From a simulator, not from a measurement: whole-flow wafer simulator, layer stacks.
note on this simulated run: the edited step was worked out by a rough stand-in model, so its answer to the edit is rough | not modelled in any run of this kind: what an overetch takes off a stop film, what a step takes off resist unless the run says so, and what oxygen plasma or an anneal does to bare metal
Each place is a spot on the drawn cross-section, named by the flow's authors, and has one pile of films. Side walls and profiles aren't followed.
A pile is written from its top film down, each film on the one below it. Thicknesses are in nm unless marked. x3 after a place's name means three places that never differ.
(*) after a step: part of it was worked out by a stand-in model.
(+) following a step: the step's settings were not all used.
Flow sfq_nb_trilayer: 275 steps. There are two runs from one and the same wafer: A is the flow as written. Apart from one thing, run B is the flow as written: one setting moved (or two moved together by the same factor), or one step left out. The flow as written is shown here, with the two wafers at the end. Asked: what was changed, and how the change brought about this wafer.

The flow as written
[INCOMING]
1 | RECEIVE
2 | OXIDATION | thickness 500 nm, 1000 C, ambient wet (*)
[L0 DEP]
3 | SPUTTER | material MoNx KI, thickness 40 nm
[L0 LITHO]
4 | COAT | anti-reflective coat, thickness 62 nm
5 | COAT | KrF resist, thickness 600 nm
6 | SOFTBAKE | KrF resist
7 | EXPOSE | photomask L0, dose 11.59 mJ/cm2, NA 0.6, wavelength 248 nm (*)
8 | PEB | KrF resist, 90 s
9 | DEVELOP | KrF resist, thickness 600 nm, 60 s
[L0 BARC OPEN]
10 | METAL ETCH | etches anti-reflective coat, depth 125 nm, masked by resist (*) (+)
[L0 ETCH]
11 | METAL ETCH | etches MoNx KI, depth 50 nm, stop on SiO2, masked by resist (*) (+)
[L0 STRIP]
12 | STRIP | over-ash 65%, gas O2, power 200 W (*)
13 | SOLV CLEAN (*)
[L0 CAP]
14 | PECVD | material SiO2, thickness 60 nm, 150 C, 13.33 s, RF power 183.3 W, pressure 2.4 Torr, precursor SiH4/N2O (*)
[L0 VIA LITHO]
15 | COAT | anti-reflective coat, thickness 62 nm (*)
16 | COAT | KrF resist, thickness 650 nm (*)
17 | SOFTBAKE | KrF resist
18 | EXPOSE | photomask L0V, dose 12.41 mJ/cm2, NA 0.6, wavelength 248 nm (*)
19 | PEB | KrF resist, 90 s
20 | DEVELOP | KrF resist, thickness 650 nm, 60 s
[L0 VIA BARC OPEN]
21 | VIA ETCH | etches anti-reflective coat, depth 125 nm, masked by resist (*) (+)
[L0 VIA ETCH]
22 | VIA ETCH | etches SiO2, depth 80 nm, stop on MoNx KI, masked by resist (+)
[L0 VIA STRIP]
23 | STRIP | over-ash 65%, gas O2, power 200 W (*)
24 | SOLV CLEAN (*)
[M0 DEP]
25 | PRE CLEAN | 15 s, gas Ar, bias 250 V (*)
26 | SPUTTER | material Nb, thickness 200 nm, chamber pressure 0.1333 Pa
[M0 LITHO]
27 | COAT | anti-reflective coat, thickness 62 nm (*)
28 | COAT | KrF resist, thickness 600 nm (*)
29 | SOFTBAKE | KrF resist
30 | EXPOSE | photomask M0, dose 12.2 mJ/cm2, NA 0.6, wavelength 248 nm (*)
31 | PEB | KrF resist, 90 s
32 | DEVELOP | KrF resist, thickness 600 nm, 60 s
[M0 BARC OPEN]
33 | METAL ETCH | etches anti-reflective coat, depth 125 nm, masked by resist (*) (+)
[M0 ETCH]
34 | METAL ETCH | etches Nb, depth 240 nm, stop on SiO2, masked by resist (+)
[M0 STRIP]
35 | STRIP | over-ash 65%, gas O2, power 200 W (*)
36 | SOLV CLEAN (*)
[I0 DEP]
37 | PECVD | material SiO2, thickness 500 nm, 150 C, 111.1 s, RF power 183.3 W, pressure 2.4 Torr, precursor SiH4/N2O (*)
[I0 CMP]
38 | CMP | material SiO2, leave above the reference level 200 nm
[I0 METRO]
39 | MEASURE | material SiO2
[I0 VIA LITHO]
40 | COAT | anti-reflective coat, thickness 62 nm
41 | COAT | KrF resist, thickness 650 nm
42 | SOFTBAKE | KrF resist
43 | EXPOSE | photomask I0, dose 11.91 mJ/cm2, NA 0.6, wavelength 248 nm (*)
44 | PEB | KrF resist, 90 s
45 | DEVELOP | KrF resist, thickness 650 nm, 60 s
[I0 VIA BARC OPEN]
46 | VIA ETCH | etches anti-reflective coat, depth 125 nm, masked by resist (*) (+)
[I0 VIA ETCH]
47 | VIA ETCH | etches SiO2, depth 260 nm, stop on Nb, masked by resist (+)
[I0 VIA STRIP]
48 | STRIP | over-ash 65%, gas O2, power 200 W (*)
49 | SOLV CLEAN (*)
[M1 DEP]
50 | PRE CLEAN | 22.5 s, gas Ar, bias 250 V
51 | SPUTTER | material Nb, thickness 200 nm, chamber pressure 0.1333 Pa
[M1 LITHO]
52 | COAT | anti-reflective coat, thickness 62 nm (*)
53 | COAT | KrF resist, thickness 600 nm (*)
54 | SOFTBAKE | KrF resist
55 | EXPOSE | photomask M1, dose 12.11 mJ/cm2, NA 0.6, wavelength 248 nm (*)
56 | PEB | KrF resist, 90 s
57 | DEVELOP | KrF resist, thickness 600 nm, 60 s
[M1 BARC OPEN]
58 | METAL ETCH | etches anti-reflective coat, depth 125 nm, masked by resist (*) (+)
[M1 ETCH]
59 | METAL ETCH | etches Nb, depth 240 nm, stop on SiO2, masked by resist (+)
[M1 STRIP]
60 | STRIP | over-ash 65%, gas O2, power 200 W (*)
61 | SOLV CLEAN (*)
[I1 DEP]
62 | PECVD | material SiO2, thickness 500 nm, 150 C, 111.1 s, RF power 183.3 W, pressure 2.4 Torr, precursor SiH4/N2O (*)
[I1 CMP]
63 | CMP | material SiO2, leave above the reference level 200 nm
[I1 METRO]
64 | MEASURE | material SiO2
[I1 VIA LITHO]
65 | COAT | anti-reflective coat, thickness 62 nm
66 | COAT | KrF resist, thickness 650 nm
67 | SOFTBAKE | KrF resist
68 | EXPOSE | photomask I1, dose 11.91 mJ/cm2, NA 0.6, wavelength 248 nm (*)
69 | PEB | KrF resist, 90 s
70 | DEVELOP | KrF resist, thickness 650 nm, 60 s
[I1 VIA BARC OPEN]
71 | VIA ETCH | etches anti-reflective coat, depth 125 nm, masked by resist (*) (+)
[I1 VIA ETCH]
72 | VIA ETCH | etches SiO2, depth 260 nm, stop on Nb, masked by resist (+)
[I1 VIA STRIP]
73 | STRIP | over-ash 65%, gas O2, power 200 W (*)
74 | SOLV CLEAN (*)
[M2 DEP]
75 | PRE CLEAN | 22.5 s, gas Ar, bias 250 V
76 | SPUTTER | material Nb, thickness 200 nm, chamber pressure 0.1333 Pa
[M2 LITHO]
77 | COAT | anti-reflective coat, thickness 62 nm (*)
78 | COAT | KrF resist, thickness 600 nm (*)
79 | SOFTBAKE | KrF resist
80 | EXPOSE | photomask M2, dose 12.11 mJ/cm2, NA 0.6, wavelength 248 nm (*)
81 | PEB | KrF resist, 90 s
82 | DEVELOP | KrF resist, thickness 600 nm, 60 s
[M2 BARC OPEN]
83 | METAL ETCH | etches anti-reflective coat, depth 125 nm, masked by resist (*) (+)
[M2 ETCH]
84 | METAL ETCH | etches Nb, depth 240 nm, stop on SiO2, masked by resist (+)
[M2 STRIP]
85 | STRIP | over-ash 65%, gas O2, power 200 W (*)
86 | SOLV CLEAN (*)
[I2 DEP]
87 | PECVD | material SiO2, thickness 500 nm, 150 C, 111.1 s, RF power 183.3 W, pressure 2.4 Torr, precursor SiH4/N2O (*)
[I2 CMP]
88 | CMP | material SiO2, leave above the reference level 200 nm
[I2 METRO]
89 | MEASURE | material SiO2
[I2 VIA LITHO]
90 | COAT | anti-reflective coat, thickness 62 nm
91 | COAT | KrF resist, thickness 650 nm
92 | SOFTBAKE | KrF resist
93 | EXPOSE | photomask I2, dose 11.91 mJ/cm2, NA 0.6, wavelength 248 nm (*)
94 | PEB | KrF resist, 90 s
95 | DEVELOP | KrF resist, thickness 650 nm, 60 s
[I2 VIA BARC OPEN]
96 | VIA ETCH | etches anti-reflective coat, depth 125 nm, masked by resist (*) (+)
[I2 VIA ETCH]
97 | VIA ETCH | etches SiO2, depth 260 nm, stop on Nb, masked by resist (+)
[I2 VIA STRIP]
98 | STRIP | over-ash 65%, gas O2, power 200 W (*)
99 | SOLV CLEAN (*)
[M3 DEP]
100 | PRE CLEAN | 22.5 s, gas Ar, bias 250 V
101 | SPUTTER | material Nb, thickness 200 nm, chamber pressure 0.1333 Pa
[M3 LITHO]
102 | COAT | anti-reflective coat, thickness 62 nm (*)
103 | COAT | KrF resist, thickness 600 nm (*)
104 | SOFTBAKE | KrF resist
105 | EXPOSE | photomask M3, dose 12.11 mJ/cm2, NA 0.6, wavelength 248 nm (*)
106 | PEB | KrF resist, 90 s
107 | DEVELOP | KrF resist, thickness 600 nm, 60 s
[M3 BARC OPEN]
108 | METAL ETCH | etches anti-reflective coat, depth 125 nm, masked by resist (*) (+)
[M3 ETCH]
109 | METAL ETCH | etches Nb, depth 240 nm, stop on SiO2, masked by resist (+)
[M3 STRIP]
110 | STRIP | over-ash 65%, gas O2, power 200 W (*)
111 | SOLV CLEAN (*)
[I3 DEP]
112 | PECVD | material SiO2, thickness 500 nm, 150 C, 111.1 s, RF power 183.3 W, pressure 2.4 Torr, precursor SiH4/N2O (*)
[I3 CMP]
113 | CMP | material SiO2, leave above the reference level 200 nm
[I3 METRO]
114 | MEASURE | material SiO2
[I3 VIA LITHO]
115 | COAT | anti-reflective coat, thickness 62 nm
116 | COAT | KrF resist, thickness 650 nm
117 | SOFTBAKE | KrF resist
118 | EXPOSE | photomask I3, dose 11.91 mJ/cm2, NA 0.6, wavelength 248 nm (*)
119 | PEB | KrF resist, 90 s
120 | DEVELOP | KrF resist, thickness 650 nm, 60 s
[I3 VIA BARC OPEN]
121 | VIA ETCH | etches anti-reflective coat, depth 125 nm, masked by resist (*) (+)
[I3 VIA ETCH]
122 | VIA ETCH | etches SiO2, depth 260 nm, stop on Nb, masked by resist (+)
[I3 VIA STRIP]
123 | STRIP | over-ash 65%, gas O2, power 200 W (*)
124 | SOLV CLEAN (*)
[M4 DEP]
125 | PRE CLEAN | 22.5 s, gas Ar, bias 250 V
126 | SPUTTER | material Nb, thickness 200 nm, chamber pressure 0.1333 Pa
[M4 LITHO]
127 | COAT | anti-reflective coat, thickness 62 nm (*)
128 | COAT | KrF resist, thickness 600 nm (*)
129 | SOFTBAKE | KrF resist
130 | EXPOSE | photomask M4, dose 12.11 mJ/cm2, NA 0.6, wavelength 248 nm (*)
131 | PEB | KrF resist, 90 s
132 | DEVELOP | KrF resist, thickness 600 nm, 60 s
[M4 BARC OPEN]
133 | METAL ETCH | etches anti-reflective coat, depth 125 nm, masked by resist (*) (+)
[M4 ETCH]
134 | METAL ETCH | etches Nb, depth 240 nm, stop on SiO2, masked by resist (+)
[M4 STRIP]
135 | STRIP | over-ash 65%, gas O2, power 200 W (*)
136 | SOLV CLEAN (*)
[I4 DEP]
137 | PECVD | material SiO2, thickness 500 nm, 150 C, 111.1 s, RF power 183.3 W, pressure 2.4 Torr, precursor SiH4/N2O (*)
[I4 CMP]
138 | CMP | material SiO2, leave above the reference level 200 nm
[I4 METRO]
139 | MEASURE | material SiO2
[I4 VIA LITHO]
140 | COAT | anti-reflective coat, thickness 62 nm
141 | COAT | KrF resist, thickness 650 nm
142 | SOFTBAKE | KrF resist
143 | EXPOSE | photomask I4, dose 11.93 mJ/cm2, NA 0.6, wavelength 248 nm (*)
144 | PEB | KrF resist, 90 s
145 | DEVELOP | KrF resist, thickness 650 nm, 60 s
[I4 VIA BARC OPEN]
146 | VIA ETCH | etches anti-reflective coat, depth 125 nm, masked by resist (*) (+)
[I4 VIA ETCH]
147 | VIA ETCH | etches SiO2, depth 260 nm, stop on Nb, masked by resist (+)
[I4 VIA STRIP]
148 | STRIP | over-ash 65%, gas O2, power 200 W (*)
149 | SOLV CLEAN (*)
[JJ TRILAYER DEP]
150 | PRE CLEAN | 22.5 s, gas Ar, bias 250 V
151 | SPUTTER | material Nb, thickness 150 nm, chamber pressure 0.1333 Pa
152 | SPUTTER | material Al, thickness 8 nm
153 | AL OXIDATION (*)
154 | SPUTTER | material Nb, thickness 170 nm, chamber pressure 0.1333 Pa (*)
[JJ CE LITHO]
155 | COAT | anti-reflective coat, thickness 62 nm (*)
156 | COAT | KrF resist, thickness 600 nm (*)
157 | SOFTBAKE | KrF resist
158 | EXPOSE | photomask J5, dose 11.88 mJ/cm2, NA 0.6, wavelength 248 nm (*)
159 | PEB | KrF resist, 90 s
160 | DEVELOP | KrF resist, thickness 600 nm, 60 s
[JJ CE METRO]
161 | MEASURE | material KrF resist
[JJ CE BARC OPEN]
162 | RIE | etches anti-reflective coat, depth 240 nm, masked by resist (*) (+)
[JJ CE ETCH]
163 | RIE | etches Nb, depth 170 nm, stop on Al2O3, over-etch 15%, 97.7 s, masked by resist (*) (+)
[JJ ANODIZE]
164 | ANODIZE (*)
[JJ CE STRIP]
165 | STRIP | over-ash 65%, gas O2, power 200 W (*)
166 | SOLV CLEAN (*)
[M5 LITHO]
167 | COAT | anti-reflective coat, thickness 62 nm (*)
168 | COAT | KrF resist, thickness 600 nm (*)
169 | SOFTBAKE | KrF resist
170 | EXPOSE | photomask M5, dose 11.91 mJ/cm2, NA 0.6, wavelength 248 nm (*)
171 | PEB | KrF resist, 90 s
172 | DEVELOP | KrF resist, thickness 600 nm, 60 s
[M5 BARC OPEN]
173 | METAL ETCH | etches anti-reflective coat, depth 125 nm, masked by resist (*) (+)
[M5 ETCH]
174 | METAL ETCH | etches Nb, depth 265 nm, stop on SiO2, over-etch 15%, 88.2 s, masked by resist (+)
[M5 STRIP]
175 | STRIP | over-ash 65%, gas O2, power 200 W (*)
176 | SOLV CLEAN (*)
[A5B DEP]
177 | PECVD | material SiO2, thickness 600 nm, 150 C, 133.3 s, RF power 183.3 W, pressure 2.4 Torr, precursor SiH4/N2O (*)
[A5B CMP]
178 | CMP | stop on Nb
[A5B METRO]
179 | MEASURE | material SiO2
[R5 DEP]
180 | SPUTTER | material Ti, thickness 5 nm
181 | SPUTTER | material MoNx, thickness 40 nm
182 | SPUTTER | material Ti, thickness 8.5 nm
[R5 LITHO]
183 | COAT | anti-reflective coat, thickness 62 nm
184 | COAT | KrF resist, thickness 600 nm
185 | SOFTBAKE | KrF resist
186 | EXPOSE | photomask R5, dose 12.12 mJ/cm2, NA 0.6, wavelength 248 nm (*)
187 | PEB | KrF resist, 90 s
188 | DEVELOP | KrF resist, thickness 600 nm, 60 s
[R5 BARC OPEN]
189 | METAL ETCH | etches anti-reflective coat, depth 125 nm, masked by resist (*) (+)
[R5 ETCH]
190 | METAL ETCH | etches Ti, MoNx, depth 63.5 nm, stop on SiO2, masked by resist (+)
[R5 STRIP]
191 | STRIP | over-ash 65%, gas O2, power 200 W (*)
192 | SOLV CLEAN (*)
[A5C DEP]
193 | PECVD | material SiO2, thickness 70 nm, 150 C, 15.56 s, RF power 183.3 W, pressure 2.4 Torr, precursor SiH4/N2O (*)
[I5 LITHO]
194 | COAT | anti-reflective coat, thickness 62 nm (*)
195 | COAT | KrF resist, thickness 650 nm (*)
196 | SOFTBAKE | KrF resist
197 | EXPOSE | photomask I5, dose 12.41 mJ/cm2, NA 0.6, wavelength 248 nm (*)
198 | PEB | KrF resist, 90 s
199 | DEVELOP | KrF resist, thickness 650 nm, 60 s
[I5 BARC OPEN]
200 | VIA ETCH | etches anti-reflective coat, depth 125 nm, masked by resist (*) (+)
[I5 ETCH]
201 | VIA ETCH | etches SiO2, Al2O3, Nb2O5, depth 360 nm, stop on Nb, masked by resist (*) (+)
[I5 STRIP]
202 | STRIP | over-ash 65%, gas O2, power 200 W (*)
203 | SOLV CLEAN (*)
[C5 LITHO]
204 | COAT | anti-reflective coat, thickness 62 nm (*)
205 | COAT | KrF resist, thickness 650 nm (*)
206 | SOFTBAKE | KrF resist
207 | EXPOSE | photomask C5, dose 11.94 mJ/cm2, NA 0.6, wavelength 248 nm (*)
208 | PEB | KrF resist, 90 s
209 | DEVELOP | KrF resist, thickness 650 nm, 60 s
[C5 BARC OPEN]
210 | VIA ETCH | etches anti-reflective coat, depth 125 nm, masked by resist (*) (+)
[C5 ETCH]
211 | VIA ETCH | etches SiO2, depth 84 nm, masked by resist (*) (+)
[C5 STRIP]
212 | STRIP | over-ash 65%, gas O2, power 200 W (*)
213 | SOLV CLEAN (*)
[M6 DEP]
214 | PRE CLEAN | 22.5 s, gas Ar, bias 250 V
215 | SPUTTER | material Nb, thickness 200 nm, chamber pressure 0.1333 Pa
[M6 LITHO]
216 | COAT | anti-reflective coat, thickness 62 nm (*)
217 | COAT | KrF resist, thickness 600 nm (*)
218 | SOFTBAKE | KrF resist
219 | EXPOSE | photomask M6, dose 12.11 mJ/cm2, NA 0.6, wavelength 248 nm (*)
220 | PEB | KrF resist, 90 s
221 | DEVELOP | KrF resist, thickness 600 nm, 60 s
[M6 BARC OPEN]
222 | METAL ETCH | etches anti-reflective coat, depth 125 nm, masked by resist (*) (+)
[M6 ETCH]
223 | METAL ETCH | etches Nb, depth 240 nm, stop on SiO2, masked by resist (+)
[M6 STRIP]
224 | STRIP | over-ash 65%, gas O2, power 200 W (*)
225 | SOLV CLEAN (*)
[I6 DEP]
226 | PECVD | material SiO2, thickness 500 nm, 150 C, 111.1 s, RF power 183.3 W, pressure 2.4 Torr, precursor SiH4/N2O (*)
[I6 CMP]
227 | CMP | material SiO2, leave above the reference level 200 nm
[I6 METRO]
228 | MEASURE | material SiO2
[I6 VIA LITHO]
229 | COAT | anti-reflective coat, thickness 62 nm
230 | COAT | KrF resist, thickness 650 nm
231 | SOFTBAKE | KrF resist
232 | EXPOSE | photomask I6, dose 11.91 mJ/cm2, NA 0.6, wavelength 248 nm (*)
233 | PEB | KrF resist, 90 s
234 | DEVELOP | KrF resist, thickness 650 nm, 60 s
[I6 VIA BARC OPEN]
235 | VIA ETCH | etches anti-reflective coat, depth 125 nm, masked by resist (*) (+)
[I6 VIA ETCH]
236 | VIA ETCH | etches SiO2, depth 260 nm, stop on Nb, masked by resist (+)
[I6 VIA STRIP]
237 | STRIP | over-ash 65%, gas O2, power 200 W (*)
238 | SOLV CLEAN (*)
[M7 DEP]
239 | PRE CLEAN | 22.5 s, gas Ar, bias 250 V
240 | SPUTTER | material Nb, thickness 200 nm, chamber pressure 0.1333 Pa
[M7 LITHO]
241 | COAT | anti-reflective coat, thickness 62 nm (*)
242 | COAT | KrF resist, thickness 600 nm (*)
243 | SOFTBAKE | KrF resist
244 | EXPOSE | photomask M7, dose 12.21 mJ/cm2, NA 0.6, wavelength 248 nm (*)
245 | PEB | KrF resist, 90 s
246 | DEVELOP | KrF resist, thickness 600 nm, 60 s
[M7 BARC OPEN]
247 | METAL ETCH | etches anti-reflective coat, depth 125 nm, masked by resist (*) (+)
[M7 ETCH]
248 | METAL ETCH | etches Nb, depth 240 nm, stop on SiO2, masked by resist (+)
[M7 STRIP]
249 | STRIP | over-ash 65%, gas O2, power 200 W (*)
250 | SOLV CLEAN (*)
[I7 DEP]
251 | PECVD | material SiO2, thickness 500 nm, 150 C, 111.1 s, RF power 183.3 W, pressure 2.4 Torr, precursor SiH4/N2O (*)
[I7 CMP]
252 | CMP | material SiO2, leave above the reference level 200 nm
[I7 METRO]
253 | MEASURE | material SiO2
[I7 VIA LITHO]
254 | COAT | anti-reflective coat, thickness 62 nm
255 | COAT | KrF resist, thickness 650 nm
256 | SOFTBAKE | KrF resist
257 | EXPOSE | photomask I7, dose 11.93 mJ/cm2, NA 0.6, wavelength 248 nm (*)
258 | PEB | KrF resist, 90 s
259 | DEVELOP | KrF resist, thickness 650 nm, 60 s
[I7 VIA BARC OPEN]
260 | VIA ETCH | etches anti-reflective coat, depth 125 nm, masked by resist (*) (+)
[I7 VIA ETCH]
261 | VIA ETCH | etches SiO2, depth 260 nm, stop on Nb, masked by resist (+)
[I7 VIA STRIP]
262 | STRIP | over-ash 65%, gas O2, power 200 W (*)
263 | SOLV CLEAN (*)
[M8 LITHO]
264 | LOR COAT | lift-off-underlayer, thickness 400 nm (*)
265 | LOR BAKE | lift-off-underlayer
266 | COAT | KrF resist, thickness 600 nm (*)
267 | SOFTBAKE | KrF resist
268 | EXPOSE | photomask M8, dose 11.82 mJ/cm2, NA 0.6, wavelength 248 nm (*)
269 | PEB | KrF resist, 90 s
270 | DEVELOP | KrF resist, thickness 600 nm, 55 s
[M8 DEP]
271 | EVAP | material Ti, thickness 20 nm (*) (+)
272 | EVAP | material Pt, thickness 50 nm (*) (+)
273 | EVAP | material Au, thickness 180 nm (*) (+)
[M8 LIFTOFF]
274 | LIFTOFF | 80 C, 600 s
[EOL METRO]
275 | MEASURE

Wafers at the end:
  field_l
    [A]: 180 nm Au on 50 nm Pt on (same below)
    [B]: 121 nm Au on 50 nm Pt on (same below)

What caused this: step 273, EVAP: thickness 121 nm was run, though the flow has thickness 180 nm.
One can read it off the wafer: field_l has Au 121, and step 273 as written asks for 180 nm.

The path from the change to this, step by step:
  273 | EVAP | material Au, thickness 180 nm (*) (+)
      field_l, v_sur, via_wl and 103 more: A Au gains 180 (new film) | B Au gains 121 (new film)
  274 | LIFTOFF | 80 C, 600 s
      p4_fl, p4_fm, p4_w1 and 71 more: A Au loses 180 (all of it), Pt loses 50 (all of it), Ti loses 20 (all of it), KrF resist loses 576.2 (all of it), lift-off-underlayer loses 400 (all of it) | B Au loses 121 (all of it), Pt loses 50 (all of it), Ti loses 20 (all of it), KrF resist loses 576.2 (all of it), lift-off-underlayer loses 400 (all of it)
      c5j, ce_r: A Au loses 180 (all of it), Pt loses 50 (all of it), Ti loses 20 (all of it), KrF resist loses 573.3 (all of it), lift-off-underlayer loses 399.3 (all of it) | B Au loses 121 (all of it), Pt loses 50 (all of it), Ti loses 20 (all of it), KrF resist loses 573.3 (all of it), lift-off-underlayer loses 399.3 (all of it)
      (as well as at 19 more places)
